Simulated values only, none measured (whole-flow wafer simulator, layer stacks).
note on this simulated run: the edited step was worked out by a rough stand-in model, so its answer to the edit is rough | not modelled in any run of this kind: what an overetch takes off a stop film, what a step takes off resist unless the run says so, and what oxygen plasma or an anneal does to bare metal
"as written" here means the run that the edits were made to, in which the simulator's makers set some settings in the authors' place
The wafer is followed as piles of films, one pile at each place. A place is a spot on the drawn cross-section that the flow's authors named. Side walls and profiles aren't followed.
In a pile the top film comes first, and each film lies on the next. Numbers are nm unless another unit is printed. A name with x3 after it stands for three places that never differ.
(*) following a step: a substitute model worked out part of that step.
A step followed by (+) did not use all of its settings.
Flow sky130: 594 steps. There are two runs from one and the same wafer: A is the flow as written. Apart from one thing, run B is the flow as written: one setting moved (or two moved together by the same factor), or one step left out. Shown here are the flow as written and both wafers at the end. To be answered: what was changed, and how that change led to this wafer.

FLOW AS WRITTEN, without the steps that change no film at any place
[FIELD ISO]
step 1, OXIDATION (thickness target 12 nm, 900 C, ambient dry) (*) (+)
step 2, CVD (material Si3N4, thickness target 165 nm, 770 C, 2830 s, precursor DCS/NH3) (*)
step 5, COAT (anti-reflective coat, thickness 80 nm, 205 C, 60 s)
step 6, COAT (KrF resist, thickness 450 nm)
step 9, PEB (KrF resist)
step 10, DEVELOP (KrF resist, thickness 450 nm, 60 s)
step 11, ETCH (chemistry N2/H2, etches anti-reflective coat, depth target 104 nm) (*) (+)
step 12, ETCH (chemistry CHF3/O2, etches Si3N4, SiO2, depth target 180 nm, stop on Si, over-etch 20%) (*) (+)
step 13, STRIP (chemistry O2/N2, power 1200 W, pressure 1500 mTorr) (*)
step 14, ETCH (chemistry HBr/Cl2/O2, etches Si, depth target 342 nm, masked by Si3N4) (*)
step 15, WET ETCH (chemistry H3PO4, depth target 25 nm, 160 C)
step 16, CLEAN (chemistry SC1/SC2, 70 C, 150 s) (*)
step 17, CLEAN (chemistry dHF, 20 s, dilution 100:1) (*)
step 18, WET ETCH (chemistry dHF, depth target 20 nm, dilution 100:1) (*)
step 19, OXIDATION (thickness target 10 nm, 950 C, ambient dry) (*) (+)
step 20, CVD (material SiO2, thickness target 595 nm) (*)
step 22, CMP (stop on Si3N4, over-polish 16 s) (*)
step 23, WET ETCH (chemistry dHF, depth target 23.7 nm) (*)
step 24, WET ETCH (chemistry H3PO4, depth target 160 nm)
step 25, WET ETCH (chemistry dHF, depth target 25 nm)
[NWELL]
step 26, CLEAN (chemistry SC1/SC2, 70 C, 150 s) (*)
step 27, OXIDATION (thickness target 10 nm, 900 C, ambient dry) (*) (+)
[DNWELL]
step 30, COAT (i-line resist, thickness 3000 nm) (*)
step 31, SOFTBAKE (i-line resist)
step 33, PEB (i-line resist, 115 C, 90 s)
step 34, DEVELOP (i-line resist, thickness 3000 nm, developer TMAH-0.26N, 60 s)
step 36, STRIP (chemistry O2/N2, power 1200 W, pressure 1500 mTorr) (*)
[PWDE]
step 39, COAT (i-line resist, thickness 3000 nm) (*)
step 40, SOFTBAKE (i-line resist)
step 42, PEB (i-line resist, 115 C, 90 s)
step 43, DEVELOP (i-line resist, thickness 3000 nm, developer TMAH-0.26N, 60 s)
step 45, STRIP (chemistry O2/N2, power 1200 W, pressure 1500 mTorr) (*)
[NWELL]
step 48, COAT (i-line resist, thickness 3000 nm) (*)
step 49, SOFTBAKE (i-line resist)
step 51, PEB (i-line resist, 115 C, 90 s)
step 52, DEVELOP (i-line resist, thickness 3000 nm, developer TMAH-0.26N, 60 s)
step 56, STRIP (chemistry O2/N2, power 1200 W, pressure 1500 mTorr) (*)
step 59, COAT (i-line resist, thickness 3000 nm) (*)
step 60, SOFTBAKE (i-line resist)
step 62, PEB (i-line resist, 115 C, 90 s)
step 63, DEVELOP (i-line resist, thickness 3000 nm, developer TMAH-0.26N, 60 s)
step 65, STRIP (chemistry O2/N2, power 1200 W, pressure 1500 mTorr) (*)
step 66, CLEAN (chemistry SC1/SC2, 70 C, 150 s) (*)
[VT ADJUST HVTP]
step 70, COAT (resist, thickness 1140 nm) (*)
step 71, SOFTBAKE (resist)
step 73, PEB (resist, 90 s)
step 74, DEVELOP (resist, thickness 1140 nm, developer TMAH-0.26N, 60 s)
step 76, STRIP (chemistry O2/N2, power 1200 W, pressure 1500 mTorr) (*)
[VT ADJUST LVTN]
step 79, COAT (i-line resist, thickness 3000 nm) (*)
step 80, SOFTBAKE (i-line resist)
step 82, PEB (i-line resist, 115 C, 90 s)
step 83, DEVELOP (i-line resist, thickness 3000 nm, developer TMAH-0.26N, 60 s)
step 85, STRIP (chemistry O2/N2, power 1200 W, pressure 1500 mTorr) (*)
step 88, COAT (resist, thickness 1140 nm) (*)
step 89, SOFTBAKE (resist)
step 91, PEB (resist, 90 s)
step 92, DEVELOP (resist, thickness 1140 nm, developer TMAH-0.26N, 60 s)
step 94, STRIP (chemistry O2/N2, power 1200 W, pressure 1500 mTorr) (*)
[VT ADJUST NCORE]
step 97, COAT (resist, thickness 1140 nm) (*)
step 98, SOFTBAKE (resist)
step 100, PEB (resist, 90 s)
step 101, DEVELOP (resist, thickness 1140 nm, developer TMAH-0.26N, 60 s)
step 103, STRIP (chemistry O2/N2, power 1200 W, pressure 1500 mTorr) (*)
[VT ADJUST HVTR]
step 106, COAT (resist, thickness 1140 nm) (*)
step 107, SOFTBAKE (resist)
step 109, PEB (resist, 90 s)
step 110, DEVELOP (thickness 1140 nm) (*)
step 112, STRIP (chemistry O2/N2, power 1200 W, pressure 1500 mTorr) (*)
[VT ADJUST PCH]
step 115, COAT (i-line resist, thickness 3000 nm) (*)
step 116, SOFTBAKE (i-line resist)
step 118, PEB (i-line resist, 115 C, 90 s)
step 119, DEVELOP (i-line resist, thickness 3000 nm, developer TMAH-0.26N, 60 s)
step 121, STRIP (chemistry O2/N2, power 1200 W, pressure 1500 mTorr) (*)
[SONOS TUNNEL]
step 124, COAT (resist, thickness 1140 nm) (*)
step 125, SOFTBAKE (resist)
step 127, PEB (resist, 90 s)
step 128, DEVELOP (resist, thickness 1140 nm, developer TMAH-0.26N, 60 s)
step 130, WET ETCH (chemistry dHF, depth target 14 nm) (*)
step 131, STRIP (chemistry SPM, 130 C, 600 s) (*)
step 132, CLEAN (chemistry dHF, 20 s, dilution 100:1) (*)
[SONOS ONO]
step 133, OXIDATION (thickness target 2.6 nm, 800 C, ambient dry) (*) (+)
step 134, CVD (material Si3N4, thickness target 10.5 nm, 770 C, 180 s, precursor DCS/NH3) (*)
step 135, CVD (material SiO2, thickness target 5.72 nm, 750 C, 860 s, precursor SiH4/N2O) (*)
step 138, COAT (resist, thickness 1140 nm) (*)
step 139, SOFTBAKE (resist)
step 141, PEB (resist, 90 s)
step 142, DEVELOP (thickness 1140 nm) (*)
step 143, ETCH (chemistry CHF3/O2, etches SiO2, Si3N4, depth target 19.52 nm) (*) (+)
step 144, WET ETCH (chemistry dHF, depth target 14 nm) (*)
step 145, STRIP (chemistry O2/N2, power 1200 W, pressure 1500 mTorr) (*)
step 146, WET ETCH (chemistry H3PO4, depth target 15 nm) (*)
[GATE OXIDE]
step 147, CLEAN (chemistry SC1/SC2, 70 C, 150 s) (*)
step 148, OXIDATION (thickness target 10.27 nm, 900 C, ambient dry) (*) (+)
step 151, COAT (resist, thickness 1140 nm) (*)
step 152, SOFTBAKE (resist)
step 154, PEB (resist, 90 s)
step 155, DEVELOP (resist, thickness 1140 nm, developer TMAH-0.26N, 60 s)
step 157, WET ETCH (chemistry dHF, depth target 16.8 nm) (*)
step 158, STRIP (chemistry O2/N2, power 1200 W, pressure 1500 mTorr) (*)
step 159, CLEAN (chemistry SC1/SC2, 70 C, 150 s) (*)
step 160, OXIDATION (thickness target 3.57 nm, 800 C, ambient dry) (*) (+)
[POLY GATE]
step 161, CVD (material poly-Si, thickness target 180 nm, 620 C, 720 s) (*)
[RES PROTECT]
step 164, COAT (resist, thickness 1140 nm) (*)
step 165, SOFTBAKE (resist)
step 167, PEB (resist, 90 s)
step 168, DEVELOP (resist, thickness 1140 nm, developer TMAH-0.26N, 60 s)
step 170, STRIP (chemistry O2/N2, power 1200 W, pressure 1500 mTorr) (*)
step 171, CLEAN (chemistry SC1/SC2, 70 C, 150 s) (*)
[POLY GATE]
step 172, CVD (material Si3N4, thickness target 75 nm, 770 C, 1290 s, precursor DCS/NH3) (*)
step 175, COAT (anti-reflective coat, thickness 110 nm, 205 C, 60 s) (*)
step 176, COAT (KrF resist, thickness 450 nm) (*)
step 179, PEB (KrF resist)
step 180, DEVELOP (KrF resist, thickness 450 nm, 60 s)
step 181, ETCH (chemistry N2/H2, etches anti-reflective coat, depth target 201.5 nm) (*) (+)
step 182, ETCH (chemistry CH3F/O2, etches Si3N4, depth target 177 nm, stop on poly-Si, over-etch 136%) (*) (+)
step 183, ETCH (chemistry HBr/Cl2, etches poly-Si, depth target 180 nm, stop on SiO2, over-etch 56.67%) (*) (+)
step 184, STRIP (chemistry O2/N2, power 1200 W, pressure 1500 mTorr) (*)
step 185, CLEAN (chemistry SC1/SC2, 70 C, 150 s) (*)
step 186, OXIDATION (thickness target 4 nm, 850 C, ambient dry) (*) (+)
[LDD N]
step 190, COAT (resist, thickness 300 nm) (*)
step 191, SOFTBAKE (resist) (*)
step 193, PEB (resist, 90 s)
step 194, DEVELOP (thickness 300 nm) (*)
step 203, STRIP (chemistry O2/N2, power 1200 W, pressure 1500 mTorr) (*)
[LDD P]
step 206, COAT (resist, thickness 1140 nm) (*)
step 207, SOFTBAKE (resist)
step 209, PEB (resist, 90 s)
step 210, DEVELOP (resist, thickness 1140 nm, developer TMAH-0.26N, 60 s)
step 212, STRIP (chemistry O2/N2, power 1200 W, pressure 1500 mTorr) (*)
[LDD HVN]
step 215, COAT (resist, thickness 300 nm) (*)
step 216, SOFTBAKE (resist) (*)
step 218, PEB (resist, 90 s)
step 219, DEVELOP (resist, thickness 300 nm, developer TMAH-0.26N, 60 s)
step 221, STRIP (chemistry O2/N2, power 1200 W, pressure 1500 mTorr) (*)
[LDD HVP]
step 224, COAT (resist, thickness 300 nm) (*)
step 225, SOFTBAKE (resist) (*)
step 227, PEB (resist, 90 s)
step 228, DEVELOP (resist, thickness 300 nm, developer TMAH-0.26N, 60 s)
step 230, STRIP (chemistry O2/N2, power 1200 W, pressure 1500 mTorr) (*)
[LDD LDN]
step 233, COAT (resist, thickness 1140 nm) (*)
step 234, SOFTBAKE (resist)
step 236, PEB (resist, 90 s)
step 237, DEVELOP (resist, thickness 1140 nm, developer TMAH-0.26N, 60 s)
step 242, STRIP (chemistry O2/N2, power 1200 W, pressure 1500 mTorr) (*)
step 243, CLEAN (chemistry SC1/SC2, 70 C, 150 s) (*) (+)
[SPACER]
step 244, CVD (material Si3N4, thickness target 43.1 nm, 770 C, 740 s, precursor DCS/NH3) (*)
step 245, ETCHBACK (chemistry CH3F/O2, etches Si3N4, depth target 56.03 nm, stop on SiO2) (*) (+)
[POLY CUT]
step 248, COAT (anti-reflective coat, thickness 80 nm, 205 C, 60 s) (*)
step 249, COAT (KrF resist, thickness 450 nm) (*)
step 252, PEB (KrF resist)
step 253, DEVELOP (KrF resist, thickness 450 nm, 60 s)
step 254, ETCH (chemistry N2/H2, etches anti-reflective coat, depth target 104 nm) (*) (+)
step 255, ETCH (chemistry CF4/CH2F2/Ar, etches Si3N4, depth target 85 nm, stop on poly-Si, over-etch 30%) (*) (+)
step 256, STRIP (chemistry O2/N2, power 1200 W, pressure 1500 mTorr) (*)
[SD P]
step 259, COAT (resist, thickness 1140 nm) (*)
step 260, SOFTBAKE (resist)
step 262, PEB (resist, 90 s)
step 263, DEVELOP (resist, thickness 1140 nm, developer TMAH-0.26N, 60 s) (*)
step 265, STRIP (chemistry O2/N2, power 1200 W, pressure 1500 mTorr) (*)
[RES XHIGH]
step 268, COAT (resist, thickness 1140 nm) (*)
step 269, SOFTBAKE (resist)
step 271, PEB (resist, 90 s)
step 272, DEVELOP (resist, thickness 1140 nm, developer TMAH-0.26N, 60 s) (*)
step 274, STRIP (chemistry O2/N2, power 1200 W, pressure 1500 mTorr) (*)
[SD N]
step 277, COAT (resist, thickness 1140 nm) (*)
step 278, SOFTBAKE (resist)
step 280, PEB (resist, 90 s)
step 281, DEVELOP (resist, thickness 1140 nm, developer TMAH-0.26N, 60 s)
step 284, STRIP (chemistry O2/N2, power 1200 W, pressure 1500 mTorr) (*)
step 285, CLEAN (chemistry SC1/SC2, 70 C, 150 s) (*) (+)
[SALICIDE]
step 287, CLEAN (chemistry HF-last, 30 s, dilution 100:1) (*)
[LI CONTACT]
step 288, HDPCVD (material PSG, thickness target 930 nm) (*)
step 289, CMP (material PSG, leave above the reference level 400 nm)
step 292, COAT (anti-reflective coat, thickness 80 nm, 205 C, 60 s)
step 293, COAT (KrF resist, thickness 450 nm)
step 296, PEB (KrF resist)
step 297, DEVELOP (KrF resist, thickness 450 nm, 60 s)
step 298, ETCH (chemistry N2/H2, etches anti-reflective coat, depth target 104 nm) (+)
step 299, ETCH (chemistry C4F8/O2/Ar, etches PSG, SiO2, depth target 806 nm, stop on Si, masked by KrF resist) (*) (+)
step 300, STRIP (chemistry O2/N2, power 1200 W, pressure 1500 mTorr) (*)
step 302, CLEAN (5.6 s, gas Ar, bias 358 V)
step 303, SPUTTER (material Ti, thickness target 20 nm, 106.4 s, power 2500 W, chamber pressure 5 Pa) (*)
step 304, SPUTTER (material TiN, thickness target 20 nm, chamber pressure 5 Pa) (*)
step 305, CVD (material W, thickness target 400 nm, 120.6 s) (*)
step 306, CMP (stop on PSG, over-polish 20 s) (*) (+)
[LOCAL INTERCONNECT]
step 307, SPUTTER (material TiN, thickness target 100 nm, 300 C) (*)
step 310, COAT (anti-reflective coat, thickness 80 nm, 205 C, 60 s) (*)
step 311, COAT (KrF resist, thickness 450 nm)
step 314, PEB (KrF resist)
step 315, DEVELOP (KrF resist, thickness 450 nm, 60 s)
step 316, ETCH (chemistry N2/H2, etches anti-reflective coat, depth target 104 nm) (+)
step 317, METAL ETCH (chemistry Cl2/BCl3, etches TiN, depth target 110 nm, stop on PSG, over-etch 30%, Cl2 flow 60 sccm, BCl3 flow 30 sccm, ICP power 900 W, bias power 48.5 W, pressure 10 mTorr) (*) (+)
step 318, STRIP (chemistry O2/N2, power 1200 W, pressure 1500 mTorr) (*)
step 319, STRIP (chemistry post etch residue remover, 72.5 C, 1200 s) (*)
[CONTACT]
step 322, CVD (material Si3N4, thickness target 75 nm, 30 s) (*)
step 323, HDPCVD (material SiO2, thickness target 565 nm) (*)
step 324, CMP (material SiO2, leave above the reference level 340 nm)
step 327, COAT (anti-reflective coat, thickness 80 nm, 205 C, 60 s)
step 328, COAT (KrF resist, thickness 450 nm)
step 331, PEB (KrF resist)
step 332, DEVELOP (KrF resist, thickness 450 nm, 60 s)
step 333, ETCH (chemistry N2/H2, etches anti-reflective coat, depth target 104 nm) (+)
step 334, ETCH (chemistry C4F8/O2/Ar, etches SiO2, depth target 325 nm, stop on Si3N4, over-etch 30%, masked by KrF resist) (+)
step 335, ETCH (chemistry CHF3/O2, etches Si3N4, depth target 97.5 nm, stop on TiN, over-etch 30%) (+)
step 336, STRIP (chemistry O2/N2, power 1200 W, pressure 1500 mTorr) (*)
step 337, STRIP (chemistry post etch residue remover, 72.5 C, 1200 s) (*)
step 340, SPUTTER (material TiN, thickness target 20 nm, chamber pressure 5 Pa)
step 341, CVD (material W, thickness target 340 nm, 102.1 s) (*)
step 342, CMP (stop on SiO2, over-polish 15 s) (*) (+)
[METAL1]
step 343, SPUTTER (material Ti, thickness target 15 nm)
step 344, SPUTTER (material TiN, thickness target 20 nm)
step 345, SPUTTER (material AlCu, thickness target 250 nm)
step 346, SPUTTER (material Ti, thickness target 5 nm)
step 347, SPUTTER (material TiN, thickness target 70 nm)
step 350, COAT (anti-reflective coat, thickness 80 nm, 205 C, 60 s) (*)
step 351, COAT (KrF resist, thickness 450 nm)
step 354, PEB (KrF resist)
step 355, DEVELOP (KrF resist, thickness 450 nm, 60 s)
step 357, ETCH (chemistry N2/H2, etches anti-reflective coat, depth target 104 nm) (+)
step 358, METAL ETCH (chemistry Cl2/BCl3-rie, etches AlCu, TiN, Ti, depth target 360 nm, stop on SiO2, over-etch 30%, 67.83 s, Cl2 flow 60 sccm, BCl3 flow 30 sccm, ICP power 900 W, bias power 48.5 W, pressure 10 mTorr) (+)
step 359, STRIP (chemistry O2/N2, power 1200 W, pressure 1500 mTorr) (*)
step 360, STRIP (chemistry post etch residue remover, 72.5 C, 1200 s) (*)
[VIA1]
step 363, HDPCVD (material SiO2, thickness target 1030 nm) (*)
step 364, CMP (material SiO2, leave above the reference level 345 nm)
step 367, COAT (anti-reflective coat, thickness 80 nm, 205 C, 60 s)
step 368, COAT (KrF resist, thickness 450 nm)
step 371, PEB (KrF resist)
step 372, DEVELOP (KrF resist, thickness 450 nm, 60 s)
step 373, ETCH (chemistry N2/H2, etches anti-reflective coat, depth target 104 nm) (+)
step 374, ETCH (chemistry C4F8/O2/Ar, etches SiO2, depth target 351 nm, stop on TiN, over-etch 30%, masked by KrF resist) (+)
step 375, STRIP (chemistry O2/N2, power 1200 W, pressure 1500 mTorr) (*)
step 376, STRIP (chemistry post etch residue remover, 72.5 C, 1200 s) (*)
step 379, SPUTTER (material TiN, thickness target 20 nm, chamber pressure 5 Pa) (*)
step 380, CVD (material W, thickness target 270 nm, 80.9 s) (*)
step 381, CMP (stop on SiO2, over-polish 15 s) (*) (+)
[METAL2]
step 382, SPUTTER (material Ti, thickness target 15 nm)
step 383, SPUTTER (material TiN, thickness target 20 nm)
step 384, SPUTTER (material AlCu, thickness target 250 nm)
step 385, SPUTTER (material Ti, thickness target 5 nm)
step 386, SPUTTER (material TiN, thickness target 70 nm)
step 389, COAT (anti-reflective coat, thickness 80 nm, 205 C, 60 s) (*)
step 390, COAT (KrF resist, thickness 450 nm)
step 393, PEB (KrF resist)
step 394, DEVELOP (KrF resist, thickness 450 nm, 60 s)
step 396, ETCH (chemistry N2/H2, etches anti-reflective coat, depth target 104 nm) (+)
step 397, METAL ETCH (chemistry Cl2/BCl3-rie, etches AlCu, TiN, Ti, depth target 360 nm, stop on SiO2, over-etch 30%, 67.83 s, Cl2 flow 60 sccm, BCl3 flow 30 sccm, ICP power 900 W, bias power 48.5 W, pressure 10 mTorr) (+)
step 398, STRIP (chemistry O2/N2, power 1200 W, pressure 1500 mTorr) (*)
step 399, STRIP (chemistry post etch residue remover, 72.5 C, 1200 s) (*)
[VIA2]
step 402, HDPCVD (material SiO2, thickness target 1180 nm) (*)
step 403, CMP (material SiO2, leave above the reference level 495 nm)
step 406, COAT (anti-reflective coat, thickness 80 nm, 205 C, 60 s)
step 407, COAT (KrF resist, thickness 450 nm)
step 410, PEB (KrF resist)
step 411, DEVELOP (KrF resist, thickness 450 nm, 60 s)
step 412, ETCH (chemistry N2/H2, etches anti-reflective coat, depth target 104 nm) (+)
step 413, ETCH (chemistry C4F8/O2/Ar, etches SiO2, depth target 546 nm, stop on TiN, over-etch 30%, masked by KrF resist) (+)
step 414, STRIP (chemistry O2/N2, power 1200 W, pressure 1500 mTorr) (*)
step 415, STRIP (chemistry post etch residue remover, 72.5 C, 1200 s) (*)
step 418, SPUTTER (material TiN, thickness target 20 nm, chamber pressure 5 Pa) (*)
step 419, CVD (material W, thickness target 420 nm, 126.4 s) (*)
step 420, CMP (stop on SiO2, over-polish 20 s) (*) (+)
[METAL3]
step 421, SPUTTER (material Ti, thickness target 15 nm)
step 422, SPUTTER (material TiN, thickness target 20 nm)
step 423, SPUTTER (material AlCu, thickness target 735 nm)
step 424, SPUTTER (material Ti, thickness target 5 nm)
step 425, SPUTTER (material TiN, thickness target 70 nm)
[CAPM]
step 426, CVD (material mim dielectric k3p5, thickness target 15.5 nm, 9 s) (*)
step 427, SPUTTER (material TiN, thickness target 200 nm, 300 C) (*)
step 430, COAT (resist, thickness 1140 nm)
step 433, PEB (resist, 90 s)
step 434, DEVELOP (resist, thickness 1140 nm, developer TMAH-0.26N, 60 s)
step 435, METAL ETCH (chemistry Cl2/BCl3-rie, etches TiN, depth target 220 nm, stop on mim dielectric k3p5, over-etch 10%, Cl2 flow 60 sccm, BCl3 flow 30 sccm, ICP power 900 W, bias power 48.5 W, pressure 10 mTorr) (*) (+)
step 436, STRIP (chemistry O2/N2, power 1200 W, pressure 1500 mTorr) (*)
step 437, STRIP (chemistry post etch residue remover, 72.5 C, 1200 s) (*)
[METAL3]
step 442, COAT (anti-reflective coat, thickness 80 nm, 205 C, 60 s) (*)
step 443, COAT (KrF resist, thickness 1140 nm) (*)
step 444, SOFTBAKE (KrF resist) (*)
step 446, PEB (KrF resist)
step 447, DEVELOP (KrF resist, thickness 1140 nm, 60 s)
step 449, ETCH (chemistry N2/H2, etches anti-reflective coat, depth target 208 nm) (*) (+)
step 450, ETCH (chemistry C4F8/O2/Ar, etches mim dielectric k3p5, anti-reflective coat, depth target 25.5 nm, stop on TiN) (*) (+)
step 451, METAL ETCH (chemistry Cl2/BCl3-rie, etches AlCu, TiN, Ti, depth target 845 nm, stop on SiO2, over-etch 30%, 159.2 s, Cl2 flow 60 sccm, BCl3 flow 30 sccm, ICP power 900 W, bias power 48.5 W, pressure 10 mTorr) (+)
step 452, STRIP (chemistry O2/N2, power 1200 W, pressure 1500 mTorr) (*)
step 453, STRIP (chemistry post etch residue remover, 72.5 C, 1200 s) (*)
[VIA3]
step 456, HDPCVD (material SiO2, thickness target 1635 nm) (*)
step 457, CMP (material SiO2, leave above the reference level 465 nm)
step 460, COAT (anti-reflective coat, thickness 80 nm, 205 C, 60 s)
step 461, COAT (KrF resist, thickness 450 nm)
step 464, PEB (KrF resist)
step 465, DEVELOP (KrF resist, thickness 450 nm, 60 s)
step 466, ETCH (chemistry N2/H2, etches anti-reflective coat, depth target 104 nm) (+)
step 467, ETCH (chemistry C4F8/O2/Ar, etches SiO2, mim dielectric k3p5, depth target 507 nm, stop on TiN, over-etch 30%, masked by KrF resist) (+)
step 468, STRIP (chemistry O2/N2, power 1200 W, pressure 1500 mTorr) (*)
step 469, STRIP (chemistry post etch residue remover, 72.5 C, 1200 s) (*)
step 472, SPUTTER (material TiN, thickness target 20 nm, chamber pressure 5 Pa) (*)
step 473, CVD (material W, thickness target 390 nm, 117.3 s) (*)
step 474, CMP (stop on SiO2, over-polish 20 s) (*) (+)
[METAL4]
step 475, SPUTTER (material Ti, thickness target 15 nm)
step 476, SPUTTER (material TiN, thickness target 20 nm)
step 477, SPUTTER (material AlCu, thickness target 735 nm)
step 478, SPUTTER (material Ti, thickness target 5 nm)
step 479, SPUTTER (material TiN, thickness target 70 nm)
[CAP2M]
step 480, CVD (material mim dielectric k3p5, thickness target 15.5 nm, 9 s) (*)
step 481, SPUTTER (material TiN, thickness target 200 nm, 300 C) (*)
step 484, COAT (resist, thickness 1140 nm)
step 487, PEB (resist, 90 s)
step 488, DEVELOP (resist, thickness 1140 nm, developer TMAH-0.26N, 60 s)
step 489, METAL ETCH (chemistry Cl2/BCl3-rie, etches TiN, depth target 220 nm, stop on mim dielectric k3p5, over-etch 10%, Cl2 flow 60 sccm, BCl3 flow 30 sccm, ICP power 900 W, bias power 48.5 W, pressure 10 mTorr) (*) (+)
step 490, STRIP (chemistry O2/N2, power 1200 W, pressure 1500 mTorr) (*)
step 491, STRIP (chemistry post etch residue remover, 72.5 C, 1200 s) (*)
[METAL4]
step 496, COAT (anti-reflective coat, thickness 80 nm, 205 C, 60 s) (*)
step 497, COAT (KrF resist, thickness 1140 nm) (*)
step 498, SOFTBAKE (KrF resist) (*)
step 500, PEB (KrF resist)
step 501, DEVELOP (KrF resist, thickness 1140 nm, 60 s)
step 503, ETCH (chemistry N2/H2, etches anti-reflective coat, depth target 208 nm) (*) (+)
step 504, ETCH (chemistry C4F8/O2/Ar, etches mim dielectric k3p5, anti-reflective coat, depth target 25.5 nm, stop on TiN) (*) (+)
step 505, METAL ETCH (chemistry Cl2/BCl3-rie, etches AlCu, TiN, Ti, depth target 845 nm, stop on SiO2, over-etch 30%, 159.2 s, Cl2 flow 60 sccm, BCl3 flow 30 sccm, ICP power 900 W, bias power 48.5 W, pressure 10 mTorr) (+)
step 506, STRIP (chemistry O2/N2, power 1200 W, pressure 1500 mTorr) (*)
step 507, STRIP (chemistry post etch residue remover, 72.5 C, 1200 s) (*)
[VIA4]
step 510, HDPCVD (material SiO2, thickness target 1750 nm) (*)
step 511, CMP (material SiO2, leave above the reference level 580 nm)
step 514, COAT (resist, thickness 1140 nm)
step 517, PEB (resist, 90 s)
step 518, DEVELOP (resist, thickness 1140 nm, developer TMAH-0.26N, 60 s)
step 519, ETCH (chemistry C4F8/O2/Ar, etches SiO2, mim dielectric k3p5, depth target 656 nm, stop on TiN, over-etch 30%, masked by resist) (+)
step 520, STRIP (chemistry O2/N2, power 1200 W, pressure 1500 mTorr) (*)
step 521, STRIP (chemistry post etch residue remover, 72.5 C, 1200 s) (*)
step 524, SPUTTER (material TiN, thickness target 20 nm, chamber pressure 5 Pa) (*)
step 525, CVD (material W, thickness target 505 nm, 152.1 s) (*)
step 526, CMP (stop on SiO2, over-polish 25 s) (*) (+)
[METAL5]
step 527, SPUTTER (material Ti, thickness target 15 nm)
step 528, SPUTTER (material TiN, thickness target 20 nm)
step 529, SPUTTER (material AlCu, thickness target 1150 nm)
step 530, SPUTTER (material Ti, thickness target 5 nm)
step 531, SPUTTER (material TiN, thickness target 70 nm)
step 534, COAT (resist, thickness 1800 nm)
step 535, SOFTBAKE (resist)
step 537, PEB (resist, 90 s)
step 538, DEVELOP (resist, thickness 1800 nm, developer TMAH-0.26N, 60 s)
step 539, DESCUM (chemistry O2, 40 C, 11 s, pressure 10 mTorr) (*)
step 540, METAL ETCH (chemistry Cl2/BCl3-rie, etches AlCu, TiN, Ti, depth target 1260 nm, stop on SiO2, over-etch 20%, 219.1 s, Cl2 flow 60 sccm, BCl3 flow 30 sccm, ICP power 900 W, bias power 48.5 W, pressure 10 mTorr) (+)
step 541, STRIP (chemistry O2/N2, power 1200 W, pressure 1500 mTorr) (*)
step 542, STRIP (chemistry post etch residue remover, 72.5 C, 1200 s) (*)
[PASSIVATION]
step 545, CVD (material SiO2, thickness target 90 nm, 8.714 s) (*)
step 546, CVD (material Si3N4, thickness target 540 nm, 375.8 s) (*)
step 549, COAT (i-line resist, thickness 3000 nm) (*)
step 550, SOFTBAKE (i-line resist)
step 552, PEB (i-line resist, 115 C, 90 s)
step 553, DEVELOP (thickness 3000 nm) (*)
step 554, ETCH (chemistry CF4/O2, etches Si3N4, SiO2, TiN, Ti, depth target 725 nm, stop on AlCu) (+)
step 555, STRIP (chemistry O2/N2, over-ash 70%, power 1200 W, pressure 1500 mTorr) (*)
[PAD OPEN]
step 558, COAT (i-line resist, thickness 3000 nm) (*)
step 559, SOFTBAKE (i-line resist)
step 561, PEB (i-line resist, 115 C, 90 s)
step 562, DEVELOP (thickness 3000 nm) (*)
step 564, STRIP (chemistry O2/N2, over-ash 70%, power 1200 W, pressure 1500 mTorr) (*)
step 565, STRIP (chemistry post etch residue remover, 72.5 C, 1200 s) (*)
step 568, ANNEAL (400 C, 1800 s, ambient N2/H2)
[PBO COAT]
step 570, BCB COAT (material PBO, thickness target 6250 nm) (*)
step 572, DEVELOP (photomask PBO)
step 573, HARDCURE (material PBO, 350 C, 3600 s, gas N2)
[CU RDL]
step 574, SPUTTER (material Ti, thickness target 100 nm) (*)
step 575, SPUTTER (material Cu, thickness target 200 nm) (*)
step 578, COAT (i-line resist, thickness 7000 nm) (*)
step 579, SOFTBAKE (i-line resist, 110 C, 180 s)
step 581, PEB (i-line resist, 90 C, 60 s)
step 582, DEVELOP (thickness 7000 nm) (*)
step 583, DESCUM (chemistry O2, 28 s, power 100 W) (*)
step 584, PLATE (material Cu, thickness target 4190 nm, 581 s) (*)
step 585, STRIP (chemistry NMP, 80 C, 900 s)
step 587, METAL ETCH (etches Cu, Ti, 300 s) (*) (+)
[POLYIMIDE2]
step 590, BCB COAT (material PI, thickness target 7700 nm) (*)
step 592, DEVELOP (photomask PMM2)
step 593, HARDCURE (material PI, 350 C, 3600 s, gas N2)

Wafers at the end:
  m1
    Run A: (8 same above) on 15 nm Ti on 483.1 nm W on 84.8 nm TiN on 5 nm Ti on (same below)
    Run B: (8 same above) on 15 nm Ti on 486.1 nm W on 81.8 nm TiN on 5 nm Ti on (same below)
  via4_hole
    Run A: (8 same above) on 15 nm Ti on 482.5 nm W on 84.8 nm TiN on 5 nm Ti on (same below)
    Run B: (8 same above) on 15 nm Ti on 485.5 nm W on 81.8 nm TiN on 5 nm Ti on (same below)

What caused this: step 524, SPUTTER: thickness target 16 nm was run, though the flow has thickness target 20 nm.

How this came from the change, step by step:
  step 524, SPUTTER (material TiN, thickness target 20 nm, chamber pressure 5 Pa) (*)
      field, active, n_well and 188 more: A +20 TiN (new film) | B +16 TiN (new film)
      m1, via4_hole: A +15.3 TiN | B +12.2 TiN
  step 526, CMP (stop on SiO2, over-polish 25 s) (*) (+)
      field, active, n_well and 188 more: A -505 W (all of it), -20 TiN (all of it), -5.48 SiO2 | B -505 W (all of it), -16 TiN (all of it), -5.48 SiO2
